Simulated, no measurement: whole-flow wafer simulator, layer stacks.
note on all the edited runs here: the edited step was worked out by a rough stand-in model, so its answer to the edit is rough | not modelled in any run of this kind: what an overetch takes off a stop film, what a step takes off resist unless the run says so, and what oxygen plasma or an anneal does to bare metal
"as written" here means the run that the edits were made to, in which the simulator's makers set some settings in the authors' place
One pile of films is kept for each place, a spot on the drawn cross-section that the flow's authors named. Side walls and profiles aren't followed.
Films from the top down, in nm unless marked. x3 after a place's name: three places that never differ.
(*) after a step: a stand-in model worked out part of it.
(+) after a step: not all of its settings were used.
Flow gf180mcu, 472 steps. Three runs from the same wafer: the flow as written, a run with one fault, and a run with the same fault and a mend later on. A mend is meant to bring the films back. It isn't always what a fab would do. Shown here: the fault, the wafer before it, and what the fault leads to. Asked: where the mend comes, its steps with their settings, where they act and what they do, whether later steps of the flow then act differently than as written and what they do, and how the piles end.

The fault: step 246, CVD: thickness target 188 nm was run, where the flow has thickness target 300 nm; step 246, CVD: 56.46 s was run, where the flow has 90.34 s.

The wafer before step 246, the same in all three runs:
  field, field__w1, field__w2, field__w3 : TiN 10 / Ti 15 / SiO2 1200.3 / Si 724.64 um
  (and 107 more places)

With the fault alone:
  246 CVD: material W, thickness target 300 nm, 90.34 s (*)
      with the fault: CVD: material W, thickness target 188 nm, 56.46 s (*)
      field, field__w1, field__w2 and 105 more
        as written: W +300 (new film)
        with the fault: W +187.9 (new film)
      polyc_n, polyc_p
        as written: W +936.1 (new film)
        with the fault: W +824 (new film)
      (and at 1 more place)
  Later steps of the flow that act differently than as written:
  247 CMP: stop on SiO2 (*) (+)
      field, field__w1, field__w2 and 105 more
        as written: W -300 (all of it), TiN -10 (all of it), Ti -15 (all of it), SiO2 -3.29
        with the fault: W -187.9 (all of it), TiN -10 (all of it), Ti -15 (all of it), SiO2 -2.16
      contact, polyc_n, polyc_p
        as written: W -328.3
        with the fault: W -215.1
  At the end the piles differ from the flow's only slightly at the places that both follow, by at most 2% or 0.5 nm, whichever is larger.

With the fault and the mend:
  The mend comes after step 246.
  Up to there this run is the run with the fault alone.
  246a CVD: material W, thickness target 112 nm, 33.73 s (the flow's step 246 once more, with other settings)
      field, field__w1, field__w2 and 108 more
        W +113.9
  No later step of the flow acts differently than as written, at any place that is followed, by more than 2% or 0.5 nm, whichever is larger.
  At the end the piles differ from the flow's only slightly at the places that both follow, by at most 2% or 0.5 nm, whichever is larger.
